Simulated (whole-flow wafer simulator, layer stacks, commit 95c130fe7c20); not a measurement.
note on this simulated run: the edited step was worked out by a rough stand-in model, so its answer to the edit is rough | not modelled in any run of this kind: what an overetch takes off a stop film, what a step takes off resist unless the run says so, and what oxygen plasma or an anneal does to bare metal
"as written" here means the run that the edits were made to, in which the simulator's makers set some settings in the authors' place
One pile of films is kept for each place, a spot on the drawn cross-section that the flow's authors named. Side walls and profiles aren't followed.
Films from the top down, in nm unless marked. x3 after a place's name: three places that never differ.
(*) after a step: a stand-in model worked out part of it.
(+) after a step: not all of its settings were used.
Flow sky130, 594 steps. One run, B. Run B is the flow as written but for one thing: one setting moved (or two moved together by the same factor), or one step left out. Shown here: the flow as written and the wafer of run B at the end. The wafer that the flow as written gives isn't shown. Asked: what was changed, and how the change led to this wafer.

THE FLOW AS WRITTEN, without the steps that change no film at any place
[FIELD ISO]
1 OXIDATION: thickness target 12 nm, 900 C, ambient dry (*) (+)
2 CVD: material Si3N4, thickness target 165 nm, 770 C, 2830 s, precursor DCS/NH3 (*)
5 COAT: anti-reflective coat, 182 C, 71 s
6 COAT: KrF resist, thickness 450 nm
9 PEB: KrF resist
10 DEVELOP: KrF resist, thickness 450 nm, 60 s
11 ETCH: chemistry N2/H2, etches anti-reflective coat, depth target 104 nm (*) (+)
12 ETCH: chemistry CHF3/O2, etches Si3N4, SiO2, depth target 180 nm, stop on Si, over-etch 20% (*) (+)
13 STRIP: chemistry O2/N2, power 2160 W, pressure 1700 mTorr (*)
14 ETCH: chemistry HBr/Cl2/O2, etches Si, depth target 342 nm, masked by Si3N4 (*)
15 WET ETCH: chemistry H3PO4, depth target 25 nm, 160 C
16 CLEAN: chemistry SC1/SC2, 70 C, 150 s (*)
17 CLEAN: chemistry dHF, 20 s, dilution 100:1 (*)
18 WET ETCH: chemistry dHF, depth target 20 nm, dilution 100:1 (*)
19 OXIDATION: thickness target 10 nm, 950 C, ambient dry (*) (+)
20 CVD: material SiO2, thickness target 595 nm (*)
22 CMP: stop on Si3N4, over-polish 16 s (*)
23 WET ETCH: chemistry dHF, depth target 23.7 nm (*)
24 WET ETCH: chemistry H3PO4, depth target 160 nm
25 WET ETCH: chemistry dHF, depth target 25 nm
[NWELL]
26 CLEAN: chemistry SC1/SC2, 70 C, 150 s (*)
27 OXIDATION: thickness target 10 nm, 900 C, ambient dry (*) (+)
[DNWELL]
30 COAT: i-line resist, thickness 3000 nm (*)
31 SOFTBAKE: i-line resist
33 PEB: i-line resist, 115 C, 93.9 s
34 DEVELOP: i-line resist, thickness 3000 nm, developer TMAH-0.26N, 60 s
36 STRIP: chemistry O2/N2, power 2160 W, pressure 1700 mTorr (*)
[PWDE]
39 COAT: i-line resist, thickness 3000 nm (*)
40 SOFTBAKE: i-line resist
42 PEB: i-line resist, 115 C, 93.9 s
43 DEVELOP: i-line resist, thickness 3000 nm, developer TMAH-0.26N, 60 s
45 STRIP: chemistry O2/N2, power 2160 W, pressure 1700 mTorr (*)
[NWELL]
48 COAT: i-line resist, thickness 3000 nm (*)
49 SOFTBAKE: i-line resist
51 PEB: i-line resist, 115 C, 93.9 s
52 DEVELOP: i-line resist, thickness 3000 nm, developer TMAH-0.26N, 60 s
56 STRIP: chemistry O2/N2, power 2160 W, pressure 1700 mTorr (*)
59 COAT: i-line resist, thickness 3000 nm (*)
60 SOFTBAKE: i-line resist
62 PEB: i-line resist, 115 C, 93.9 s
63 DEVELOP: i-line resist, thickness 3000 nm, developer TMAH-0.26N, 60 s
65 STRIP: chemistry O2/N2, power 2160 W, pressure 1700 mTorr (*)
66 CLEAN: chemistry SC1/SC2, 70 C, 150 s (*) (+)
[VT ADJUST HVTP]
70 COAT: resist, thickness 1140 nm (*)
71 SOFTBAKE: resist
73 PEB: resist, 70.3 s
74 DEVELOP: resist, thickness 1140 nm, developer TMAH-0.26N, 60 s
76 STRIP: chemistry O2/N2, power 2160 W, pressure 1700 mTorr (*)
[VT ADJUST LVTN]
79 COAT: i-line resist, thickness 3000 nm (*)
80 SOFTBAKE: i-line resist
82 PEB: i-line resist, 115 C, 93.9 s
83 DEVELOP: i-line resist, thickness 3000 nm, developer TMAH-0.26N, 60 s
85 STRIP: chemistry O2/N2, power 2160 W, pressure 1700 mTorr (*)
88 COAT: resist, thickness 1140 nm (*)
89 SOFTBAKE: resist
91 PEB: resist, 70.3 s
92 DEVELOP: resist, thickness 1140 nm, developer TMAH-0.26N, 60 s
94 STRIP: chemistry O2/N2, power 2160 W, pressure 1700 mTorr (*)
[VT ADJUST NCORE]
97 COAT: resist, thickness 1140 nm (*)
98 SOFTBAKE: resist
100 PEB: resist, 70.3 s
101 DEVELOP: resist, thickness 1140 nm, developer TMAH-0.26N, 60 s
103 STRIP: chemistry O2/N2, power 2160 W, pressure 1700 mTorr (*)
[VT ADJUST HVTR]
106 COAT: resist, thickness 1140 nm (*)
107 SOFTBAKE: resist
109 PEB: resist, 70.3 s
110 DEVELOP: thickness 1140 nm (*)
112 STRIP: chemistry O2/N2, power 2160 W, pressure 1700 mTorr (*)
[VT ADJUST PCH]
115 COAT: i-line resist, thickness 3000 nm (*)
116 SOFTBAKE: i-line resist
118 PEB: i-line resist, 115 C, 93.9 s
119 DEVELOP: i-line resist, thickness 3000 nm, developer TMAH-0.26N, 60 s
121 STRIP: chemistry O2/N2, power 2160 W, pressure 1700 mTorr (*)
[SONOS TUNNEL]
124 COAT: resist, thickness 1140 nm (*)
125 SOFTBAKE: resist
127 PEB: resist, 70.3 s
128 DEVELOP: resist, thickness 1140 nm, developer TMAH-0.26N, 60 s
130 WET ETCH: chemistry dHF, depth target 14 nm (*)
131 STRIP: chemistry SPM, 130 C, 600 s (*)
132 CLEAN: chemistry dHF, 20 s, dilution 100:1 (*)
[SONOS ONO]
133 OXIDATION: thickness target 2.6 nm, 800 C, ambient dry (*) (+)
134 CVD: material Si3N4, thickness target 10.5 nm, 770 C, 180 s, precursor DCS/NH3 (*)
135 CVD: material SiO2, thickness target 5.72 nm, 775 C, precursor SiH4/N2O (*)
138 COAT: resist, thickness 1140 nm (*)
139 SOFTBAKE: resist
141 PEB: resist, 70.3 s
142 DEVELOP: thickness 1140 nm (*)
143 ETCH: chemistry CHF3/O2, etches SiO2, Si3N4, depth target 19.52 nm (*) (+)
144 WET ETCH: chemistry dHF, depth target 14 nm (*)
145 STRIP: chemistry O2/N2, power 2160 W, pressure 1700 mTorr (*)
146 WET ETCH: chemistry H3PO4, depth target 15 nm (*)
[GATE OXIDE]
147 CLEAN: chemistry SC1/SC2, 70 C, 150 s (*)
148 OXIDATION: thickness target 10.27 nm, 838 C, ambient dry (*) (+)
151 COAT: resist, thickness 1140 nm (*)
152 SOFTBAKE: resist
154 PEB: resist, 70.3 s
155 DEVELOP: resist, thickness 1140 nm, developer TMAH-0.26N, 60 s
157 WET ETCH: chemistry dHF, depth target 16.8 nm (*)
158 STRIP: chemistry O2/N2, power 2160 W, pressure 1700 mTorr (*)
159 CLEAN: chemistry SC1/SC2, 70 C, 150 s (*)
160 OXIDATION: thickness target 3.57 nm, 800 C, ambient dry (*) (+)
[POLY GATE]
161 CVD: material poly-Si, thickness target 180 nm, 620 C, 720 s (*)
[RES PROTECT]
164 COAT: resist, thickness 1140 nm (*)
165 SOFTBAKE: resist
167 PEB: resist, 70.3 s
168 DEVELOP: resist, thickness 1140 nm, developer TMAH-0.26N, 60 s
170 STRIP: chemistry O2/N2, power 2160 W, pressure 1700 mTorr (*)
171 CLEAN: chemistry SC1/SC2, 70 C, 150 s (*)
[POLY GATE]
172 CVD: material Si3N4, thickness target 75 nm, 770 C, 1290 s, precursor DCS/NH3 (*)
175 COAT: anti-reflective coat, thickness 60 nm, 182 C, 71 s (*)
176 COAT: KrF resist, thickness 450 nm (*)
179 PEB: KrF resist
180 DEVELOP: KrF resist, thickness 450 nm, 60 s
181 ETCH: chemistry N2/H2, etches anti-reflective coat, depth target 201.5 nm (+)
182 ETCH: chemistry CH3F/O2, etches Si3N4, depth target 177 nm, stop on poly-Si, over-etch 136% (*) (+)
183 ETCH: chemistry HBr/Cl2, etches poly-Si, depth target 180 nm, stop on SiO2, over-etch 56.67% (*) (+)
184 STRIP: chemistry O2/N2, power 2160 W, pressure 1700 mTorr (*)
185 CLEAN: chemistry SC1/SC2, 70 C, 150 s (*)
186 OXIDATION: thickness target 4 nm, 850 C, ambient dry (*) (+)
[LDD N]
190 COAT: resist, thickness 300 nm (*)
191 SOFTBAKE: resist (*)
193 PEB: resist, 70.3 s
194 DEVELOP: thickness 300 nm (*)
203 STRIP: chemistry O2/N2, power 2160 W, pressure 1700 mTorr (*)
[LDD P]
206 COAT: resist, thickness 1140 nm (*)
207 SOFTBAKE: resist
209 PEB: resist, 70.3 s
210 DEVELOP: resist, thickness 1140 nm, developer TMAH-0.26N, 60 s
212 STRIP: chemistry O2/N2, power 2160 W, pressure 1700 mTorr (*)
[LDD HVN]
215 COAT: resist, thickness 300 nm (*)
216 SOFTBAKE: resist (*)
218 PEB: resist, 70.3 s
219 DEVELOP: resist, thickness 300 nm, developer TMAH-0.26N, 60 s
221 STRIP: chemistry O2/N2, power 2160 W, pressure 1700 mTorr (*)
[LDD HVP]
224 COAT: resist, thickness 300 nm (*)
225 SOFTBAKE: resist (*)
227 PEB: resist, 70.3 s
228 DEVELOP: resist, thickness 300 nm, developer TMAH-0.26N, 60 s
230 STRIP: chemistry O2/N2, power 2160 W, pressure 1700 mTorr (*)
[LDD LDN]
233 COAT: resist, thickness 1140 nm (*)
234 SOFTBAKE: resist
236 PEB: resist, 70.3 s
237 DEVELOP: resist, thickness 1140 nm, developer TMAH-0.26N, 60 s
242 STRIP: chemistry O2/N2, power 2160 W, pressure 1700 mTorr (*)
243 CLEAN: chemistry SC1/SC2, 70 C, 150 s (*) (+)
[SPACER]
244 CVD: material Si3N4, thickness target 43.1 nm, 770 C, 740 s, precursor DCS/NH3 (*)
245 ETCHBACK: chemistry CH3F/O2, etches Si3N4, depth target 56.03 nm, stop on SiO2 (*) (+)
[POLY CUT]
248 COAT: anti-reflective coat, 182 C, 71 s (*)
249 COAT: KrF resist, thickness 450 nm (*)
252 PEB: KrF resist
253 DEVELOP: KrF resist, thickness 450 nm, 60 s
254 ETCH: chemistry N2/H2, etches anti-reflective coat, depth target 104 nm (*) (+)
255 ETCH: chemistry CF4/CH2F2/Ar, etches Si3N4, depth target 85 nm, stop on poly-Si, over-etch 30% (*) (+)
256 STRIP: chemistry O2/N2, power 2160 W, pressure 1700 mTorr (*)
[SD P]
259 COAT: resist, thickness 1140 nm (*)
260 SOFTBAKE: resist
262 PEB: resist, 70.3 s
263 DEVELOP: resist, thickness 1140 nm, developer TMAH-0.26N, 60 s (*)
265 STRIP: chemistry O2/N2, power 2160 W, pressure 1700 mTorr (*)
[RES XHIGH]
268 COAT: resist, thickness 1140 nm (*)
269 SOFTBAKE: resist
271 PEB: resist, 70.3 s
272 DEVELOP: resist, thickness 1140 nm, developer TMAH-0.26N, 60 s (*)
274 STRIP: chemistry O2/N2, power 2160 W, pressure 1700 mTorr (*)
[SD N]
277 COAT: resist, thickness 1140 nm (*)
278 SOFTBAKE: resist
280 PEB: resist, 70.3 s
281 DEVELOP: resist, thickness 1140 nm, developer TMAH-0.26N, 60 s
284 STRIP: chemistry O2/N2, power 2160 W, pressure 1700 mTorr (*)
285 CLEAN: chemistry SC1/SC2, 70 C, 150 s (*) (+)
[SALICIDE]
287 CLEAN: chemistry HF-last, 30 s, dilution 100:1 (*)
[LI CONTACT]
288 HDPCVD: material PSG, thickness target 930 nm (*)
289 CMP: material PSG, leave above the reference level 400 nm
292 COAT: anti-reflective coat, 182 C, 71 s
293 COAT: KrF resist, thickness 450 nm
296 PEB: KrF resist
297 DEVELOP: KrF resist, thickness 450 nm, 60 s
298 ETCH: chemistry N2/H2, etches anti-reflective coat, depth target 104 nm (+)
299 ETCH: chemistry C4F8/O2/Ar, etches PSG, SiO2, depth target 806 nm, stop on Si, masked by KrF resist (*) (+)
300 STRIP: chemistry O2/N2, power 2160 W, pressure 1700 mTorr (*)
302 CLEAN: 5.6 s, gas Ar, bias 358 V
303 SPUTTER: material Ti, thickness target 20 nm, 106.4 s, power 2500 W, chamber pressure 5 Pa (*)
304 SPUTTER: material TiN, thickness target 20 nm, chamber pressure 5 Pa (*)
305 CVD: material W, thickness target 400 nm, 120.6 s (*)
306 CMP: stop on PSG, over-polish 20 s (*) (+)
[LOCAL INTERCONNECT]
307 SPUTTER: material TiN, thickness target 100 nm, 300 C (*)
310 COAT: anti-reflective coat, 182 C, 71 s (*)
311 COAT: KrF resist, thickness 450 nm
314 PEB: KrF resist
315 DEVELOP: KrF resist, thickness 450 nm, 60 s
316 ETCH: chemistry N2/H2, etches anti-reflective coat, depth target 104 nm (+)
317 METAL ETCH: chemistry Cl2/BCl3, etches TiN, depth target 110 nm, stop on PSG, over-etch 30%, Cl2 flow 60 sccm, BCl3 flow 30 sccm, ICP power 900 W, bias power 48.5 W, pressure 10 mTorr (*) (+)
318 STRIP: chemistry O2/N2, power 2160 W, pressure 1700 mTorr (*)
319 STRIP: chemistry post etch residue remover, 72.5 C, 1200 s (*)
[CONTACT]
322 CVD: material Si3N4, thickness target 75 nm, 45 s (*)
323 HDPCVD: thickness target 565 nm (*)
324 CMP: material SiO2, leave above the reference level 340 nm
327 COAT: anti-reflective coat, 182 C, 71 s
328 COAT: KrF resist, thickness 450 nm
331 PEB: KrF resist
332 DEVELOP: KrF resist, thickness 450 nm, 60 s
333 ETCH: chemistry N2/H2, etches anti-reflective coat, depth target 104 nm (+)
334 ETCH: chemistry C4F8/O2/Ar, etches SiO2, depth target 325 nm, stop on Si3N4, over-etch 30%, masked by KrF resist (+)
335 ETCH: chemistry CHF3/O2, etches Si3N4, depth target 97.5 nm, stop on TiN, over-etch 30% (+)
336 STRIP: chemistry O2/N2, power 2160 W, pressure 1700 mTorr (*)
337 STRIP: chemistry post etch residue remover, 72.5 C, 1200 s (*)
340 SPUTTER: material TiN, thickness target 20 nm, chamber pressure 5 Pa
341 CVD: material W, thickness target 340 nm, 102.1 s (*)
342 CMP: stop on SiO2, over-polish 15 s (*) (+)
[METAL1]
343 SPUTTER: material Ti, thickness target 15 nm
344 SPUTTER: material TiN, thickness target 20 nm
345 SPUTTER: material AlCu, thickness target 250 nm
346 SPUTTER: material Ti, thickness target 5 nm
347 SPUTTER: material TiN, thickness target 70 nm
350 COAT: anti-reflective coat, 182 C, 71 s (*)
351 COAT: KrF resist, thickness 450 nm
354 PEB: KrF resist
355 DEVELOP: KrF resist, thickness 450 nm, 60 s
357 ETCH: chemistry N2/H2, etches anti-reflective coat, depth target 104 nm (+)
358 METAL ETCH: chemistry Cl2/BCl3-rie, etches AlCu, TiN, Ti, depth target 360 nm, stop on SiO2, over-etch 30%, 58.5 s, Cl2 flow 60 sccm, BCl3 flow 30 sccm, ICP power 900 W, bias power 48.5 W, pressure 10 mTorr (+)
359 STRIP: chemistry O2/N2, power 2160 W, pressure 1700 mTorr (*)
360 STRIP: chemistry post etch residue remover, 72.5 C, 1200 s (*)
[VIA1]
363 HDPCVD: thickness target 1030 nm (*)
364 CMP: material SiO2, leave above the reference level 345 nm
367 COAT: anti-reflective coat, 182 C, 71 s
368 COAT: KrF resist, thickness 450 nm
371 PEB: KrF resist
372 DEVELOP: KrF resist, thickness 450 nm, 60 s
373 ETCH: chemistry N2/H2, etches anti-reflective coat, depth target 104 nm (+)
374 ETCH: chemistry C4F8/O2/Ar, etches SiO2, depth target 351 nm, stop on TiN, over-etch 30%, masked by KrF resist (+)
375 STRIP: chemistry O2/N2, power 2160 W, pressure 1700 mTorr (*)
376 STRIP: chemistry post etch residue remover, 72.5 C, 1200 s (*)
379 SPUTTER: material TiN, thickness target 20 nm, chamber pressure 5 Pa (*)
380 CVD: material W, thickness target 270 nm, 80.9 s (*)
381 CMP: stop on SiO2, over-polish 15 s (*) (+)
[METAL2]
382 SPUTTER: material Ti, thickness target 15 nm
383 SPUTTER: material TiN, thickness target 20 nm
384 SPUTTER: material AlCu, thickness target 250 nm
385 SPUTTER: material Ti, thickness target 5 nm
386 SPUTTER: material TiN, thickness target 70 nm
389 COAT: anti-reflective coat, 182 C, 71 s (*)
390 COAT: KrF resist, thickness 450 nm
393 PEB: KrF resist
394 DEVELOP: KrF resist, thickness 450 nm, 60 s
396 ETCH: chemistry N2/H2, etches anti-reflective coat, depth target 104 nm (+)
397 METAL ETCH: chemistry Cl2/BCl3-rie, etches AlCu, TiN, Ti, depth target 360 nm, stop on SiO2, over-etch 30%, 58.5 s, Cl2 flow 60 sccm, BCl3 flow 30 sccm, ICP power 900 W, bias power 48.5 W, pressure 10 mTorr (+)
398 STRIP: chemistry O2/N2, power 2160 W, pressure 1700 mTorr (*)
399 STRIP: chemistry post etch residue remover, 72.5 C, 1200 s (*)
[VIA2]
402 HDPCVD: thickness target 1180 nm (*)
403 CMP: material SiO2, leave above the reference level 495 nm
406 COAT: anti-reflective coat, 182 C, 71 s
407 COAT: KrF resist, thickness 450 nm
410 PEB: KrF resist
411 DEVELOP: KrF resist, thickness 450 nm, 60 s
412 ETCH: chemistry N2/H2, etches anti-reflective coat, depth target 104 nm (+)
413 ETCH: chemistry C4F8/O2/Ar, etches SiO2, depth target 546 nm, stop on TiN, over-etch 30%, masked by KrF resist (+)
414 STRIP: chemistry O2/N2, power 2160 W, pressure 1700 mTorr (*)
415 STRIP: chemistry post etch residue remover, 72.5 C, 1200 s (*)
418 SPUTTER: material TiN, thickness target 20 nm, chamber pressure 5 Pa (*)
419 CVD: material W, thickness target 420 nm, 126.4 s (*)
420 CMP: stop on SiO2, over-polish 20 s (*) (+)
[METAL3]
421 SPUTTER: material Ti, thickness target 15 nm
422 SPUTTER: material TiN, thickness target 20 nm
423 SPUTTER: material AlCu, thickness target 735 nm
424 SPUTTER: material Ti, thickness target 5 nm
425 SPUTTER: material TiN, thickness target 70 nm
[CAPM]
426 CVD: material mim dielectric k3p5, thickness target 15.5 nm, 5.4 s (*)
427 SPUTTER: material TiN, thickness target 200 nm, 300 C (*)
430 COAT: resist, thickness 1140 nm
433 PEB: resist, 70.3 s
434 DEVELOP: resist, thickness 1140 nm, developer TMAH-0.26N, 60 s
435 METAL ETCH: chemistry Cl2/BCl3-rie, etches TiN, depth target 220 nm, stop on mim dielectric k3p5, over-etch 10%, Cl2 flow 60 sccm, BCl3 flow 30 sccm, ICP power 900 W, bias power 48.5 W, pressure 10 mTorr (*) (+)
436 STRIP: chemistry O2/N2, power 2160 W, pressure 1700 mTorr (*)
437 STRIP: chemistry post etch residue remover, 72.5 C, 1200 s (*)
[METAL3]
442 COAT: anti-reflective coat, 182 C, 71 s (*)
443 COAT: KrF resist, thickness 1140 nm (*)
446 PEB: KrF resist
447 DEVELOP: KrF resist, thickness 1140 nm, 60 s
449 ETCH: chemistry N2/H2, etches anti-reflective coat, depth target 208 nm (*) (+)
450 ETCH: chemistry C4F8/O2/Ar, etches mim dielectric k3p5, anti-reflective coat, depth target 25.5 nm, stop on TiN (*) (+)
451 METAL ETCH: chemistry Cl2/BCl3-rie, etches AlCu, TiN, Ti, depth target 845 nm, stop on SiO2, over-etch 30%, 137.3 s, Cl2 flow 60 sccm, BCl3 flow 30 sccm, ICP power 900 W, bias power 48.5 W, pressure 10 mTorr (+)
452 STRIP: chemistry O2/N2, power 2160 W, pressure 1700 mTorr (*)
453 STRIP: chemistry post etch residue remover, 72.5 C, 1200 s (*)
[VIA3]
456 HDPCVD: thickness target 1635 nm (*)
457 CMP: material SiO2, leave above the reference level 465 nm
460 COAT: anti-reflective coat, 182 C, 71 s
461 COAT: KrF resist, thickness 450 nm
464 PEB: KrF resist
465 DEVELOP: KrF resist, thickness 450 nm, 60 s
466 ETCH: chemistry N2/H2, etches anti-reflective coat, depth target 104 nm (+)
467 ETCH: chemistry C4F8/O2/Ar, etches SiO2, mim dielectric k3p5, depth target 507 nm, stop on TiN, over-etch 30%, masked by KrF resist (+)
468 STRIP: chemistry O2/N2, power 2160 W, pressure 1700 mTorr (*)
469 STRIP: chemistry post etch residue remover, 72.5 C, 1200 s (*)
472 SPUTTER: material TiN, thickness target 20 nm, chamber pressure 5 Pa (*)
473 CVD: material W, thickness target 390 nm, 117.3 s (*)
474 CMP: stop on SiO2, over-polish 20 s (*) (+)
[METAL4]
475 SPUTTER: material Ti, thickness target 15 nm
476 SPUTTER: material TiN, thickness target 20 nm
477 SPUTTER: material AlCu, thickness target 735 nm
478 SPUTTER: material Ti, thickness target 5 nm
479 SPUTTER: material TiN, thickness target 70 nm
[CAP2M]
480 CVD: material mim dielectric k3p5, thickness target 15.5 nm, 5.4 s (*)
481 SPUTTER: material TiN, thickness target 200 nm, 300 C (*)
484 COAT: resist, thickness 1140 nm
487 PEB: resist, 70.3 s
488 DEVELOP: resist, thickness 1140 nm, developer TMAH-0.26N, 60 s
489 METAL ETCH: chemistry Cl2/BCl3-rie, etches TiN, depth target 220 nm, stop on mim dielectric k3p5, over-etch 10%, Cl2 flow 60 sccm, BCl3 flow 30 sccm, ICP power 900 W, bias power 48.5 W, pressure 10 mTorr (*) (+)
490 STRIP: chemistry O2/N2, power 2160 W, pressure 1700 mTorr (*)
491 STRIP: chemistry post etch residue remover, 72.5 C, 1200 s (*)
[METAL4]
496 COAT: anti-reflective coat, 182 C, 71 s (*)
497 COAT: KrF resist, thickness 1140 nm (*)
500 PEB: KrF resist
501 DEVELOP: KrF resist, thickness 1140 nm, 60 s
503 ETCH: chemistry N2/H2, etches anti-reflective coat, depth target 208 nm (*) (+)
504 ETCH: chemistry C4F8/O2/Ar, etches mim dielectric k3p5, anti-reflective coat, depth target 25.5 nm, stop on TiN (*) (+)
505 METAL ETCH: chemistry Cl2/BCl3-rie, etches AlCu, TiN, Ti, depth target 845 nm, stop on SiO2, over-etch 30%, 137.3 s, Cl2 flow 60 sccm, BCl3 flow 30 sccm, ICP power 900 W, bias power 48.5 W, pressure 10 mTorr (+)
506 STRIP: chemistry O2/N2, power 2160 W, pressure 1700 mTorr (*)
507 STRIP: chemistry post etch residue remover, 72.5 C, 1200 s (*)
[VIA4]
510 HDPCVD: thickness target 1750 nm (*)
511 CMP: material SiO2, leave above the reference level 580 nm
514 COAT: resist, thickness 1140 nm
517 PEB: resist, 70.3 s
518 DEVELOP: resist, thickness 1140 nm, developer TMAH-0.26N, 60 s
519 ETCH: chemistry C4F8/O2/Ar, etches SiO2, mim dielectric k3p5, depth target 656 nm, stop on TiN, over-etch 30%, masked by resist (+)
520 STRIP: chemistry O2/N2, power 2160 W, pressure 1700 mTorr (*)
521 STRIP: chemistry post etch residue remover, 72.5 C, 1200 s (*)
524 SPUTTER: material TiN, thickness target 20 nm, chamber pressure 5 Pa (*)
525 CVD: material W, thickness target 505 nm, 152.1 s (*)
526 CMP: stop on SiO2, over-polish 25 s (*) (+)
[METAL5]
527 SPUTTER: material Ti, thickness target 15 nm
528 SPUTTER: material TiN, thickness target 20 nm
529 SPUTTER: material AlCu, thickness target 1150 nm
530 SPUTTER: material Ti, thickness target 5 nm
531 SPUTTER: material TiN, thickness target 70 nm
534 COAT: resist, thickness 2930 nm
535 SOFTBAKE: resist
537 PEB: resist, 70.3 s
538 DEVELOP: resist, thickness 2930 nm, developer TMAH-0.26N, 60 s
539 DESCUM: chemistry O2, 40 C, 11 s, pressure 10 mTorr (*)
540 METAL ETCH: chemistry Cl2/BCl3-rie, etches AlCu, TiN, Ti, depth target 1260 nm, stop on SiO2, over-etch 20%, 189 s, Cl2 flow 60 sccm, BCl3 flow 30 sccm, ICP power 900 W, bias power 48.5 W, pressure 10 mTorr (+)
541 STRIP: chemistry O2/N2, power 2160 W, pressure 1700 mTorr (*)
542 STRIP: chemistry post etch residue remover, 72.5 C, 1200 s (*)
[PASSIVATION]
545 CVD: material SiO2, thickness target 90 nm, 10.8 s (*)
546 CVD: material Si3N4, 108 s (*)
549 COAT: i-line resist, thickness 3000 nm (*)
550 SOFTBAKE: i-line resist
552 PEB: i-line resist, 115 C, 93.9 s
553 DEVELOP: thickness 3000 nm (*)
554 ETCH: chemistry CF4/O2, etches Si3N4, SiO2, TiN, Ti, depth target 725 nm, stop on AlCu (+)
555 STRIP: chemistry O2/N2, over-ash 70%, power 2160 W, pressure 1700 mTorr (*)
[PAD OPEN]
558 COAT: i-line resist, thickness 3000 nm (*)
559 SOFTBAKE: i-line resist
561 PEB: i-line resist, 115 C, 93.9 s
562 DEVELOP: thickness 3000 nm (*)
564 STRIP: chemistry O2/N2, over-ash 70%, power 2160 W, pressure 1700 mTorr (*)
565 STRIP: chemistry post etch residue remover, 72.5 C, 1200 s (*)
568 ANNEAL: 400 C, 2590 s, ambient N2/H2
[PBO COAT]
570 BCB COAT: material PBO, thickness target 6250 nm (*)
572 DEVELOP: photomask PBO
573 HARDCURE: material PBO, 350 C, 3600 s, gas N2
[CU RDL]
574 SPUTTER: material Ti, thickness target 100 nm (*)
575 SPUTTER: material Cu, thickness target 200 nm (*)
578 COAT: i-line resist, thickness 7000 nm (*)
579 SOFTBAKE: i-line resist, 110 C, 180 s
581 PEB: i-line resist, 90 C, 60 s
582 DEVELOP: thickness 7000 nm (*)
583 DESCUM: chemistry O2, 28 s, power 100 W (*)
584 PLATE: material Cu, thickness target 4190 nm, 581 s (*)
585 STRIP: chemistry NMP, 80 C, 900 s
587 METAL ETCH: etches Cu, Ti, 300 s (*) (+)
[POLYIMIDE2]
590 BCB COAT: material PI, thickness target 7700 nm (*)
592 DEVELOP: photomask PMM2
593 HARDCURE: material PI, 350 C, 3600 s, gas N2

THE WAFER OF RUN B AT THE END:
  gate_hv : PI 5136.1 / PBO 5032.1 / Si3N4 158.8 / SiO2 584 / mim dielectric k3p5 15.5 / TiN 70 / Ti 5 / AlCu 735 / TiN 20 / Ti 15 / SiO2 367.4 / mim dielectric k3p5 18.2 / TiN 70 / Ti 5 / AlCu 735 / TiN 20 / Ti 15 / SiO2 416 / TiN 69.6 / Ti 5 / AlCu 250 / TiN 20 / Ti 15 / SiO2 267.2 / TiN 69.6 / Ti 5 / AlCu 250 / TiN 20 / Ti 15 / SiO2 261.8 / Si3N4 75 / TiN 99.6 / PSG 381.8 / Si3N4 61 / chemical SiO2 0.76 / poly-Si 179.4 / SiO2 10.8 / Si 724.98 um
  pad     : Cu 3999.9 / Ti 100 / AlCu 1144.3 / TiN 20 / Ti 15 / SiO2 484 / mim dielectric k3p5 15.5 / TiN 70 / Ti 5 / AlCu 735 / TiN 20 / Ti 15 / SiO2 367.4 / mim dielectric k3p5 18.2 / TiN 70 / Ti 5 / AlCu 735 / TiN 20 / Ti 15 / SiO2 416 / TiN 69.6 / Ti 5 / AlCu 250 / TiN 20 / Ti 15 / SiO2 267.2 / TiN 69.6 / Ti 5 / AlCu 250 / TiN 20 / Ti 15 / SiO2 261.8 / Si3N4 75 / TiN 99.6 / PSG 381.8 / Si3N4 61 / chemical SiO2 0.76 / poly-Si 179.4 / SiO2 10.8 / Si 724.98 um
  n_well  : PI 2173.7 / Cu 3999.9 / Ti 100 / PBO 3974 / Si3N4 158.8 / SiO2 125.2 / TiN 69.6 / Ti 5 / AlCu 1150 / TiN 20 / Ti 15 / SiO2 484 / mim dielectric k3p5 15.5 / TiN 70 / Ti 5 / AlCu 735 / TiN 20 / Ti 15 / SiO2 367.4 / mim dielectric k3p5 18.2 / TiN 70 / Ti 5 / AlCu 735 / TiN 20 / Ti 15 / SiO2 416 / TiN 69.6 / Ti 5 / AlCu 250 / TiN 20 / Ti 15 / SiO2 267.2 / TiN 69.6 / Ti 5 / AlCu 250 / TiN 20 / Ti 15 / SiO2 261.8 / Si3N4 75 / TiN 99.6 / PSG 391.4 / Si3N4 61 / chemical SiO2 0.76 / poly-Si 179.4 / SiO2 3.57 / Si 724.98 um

The cause: step 426, CVD: thickness target 18.2 nm was run, where the flow has thickness target 15.5 nm; step 426, CVD: 6.35 s was run, where the flow has 5.4 s.
It can be read off the wafer: gate_hv has mim dielectric k3p5 18.2, and step 426 as written asks for 15.5 nm.

How the change led to this, step by step:
  426 CVD: material mim dielectric k3p5, thickness target 15.5 nm, 5.4 s (*)
      field, active, n_well and 188 more: mim dielectric k3p5 +18.2 (new film) (as written it would be: mim dielectric k3p5 +15.5 (new film))
  450 ETCH: chemistry C4F8/O2/Ar, etches mim dielectric k3p5, anti-reflective coat, depth target 25.5 nm, stop on TiN (*) (+)
      n_well, p_well, gate_hv and 104 more: KrF resist -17 (as written it would be: KrF resist -15.5)
      field, active, gate and 82 more: mim dielectric k3p5 -18.2 (all of it) (as written it would be: mim dielectric k3p5 -15.5 (all of it))
  467 ETCH: chemistry C4F8/O2/Ar, etches SiO2, mim dielectric k3p5, depth target 507 nm, stop on TiN, over-etch 30%, masked by KrF resist (+)
      m1: SiO2 -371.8 (all of it), mim dielectric k3p5 -18.2 (all of it) (as written it would be: SiO2 -374.5 (all of it), mim dielectric k3p5 -15.5 (all of it))
      via3_hole: SiO2 -371.2 (all of it), mim dielectric k3p5 -18.2 (all of it) (as written it would be: SiO2 -373.9 (all of it), mim dielectric k3p5 -15.5 (all of it))
